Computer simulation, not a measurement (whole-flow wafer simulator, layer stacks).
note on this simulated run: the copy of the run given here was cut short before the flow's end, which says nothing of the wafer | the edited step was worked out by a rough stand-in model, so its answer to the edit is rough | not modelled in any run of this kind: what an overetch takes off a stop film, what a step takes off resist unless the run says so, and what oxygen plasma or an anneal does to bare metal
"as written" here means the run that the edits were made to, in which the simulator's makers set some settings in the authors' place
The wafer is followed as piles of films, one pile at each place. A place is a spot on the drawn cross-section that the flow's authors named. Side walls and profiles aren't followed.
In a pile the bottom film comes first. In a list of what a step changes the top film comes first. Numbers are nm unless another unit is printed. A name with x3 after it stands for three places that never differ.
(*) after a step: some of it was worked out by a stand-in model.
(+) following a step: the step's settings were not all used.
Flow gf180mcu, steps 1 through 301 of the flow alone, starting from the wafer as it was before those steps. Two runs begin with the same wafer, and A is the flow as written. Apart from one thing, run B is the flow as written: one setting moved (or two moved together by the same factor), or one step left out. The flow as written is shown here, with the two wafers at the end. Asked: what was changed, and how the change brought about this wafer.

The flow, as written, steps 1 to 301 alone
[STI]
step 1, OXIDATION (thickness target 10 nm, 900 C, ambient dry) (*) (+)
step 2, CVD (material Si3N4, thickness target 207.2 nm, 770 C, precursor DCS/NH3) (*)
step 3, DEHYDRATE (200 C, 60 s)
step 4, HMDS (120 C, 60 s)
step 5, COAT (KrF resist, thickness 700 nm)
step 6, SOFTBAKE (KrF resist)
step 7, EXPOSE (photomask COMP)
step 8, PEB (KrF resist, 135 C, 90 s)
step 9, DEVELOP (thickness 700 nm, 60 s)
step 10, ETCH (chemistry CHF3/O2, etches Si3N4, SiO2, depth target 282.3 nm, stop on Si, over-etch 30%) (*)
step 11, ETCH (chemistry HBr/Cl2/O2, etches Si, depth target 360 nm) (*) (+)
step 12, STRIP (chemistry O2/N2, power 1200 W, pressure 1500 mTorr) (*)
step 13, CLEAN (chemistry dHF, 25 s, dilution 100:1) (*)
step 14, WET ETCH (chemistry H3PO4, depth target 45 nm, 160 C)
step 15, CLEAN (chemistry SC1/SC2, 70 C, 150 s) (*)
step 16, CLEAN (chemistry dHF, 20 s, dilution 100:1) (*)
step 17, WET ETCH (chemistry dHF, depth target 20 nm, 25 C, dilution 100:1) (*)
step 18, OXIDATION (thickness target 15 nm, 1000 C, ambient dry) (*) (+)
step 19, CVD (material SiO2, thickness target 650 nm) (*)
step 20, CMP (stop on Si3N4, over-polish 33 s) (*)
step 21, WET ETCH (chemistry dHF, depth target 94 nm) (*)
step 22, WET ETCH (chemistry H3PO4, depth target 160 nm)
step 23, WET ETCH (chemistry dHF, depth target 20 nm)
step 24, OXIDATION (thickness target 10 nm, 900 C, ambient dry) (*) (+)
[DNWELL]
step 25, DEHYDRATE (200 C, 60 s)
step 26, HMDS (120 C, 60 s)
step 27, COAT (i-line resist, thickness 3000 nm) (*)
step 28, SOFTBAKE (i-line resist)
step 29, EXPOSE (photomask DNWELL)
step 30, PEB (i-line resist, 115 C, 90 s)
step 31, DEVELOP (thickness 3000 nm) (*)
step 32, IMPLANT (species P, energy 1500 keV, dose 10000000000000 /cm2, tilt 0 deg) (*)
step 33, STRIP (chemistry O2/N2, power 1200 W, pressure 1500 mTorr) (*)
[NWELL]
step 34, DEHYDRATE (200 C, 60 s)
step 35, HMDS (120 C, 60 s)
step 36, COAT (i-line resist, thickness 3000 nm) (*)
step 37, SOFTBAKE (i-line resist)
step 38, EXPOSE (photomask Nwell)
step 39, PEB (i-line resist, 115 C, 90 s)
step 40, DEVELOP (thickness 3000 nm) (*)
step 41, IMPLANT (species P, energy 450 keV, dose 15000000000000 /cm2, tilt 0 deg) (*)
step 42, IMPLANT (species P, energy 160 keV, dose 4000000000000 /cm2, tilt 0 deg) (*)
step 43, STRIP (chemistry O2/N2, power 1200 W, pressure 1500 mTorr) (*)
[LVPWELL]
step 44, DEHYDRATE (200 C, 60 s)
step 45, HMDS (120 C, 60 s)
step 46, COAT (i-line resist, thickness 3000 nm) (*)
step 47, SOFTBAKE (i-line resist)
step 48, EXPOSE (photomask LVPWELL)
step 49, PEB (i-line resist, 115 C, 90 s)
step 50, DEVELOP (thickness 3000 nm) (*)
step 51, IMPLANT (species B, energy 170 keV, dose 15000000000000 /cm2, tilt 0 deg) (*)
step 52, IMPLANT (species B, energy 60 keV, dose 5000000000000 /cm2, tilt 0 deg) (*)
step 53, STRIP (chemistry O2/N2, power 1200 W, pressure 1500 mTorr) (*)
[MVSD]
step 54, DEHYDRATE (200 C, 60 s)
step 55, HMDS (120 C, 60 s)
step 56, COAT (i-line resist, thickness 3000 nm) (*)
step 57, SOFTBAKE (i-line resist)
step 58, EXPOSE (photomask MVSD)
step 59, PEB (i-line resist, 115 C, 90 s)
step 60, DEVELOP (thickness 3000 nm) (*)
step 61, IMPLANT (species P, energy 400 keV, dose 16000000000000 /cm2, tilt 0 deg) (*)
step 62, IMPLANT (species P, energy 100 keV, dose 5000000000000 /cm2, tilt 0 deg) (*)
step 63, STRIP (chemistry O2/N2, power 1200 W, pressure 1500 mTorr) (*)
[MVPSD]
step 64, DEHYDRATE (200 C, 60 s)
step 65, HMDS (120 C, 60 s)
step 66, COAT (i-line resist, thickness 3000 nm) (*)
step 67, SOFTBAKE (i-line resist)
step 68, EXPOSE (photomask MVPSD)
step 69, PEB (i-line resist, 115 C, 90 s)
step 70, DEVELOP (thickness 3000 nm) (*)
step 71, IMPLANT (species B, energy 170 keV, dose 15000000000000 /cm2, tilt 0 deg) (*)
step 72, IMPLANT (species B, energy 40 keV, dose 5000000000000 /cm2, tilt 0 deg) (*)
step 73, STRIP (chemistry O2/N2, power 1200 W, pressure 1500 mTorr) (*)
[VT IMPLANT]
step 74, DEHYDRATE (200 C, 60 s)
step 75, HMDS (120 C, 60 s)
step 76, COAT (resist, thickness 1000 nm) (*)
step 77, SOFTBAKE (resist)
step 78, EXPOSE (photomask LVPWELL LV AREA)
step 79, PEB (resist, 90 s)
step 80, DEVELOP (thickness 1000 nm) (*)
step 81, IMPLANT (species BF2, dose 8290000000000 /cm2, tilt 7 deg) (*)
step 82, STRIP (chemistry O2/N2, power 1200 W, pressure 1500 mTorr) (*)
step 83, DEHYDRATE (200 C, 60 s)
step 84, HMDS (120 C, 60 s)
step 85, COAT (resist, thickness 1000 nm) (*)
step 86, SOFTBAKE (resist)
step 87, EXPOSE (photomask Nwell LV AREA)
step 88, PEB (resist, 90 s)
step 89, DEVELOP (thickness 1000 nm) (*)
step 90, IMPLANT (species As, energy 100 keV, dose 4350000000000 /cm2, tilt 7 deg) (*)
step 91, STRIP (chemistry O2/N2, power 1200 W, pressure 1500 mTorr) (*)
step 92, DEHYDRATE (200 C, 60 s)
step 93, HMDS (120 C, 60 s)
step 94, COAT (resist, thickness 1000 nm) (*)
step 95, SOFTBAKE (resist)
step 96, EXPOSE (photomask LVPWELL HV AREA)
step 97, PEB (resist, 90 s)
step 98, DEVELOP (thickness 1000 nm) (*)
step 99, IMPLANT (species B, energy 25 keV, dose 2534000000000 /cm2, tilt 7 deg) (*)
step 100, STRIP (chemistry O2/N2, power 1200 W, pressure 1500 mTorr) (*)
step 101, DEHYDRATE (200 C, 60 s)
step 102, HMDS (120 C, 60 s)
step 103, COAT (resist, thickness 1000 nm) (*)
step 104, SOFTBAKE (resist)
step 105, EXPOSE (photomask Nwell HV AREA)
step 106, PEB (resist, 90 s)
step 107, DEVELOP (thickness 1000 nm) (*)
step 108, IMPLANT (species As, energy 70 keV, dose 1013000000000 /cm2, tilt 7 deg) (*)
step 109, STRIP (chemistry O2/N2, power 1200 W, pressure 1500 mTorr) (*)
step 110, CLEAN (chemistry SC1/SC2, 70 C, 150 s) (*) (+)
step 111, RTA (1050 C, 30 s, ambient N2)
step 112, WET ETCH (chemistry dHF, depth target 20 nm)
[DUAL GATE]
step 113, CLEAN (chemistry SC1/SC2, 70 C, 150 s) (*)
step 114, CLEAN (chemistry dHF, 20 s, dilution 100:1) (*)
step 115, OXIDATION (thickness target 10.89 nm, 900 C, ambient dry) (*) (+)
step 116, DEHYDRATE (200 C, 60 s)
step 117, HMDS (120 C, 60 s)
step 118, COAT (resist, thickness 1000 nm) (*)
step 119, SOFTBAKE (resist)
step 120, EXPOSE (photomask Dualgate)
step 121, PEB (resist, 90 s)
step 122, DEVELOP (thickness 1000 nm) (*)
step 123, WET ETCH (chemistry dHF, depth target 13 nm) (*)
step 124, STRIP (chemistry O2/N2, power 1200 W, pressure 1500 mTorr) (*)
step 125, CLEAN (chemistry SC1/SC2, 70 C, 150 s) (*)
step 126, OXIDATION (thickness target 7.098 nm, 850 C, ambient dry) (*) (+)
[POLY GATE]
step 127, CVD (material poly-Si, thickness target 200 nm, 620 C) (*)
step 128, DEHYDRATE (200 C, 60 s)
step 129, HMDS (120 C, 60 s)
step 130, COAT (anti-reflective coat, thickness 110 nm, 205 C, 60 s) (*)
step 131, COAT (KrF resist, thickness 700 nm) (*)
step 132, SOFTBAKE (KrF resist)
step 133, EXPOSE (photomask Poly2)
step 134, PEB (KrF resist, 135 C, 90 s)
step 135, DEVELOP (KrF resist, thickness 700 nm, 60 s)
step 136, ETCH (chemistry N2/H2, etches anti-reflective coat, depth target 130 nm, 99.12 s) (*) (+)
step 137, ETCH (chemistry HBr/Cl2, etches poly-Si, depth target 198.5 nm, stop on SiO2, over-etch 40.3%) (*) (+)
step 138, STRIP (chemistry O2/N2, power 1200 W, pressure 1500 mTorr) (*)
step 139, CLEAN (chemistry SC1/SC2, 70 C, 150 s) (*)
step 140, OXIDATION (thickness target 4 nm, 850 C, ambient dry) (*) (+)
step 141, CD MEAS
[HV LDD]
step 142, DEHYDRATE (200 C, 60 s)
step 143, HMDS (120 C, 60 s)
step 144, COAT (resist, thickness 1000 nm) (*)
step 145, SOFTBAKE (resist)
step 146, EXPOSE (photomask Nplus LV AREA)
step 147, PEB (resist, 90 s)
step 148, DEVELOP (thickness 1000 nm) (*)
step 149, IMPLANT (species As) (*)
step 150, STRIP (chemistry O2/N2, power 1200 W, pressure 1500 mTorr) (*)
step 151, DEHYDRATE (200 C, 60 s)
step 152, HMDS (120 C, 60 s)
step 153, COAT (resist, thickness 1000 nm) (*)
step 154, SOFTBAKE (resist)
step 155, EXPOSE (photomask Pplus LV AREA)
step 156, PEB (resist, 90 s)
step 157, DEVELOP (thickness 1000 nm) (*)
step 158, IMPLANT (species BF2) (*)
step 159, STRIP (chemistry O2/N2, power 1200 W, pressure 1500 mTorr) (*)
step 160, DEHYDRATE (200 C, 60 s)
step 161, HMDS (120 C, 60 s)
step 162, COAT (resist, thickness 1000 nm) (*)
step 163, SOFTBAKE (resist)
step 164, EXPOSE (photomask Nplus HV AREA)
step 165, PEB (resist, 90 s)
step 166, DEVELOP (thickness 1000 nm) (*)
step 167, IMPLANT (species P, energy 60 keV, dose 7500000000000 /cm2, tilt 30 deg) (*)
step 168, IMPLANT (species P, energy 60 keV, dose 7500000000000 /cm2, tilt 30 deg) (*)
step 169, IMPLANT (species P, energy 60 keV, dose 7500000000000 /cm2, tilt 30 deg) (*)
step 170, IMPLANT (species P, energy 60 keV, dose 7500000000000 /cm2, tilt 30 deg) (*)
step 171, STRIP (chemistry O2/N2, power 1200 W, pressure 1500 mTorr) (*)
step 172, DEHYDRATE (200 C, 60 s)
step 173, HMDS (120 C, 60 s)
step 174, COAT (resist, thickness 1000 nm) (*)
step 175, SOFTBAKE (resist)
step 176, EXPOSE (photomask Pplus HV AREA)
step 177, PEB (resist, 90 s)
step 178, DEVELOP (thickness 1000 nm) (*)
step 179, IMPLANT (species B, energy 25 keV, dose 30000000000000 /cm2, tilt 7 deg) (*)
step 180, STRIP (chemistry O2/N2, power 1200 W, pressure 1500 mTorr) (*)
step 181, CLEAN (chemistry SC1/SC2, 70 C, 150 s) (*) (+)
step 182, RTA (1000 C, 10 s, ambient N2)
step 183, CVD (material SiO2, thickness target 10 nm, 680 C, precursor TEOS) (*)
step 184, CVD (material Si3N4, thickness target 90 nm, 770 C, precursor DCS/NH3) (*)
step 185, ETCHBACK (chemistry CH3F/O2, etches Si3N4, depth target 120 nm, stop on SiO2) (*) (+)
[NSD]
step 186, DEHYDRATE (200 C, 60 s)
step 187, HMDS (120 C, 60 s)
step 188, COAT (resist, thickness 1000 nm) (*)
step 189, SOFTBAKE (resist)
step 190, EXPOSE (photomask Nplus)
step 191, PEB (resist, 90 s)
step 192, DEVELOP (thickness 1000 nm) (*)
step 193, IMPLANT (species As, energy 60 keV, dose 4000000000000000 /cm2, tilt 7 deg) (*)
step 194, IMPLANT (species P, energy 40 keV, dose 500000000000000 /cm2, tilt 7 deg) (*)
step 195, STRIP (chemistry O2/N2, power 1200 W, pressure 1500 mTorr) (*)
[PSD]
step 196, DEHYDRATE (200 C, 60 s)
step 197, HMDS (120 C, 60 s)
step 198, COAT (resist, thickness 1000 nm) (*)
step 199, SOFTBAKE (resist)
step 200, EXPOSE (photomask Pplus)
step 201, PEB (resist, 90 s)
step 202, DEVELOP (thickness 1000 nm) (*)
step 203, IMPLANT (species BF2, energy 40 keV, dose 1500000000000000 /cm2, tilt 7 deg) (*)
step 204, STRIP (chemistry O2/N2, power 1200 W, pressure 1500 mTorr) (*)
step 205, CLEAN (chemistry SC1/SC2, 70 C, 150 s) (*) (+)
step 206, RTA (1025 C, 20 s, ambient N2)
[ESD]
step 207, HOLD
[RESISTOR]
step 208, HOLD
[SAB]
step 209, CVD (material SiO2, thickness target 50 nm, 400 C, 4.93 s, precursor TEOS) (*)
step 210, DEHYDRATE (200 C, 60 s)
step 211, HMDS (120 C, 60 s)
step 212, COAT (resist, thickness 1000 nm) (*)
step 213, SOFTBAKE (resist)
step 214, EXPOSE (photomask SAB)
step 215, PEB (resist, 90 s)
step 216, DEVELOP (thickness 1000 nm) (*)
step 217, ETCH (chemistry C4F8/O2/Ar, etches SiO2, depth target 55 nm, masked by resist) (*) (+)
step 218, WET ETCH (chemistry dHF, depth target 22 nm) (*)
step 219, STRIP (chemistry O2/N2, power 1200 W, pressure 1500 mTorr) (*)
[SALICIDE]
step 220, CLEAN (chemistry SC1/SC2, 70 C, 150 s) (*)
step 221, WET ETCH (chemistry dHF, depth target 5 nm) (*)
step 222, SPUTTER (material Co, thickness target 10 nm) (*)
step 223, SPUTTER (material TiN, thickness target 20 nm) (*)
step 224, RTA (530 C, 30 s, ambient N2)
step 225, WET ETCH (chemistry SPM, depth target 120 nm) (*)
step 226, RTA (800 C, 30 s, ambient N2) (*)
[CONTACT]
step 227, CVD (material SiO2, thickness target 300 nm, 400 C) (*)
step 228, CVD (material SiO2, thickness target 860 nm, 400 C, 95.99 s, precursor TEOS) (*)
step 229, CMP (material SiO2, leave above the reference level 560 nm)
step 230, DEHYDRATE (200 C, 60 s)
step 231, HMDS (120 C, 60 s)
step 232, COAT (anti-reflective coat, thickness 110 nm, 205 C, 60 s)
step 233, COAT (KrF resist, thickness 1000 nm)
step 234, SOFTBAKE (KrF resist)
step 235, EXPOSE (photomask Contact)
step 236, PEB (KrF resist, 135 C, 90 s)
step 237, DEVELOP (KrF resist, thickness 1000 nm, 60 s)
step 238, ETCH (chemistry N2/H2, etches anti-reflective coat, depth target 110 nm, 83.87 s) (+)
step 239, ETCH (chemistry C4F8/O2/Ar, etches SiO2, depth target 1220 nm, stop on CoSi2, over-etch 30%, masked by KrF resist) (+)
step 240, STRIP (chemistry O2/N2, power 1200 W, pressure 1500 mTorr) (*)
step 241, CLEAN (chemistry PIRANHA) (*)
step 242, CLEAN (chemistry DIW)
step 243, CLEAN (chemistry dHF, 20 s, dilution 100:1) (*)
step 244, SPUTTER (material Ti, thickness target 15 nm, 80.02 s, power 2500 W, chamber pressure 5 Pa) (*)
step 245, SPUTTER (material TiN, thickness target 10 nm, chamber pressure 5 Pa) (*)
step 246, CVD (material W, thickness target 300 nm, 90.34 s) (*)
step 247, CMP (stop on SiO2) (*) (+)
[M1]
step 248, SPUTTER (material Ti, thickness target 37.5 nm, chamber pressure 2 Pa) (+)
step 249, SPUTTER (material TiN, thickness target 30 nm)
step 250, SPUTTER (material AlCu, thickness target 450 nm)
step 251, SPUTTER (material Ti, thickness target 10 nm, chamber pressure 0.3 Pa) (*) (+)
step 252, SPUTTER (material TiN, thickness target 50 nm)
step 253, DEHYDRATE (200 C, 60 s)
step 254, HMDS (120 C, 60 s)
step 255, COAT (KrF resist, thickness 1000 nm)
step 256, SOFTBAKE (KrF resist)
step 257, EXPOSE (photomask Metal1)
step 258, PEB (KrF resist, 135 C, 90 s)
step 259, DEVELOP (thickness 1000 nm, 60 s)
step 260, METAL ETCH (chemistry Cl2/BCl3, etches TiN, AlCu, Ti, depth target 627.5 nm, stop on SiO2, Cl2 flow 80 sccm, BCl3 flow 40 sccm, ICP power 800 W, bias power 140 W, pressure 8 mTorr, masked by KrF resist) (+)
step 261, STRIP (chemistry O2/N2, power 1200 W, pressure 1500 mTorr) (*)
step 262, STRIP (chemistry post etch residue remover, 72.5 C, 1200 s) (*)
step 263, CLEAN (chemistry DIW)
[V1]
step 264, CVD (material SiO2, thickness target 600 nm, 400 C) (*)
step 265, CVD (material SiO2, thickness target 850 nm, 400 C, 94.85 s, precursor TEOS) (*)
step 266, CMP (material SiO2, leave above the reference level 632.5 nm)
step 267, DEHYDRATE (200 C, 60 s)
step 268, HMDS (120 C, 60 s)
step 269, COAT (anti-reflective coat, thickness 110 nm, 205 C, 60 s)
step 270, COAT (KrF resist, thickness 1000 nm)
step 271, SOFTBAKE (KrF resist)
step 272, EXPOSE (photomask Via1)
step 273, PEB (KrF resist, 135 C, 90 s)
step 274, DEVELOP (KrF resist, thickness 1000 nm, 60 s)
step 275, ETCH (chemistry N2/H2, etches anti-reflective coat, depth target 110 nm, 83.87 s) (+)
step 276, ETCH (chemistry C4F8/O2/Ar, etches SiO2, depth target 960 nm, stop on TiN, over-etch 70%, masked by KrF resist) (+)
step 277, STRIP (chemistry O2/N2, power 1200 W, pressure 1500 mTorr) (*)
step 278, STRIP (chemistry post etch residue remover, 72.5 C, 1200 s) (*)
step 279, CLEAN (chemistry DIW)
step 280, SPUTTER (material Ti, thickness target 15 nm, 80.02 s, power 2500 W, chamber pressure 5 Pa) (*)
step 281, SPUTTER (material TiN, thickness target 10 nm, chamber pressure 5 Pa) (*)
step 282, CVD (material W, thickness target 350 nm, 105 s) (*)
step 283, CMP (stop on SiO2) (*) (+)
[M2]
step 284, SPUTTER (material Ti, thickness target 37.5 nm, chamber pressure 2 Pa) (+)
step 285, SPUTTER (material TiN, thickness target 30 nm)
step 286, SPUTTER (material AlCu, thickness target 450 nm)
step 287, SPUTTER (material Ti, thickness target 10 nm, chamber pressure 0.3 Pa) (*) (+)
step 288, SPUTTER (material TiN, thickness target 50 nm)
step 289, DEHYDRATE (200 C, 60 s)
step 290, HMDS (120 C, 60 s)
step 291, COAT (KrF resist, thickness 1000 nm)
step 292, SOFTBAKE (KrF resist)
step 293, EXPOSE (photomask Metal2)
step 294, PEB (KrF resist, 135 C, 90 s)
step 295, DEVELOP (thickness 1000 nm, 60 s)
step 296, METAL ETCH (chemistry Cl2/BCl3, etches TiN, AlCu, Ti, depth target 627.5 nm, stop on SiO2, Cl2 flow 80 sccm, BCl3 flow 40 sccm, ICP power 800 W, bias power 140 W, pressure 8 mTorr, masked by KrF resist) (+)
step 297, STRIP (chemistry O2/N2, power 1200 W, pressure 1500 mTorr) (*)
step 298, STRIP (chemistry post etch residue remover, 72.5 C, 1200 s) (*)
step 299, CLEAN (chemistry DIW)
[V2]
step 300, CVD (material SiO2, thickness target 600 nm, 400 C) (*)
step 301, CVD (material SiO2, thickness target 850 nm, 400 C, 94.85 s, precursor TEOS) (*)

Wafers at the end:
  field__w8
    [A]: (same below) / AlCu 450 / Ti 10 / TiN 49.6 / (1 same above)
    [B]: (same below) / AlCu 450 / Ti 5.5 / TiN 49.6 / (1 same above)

Cause: step 287, SPUTTER: thickness target 5.5 nm was run, while the flow as written has thickness target 10 nm.
The wafer lets one read it off: field__w8 has Ti 5.5, and step 287 as written asks for 10 nm.

The path from the change to this, step by step:
  step 287, SPUTTER (material Ti, thickness target 10 nm, chamber pressure 0.3 Pa) (*) (+)
      field, field__w1, field__w2 and 108 more: A +10 Ti (new film) | B +5.5 Ti (new film)
  step 296, METAL ETCH (chemistry Cl2/BCl3, etches TiN, AlCu, Ti, depth target 627.5 nm, stop on SiO2, Cl2 flow 80 sccm, BCl3 flow 40 sccm, ICP power 800 W, bias power 140 W, pressure 8 mTorr, masked by KrF resist) (+)
      field, field__w1, field__w2 and 103 more: A -50 TiN (all of it), -10 Ti (all of it), -450 AlCu (all of it), -30 TiN (all of it), -37.5 Ti (all of it) | B -50 TiN (all of it), -5.5 Ti (all of it), -450 AlCu (all of it), -30 TiN (all of it), -37.5 Ti (all of it)
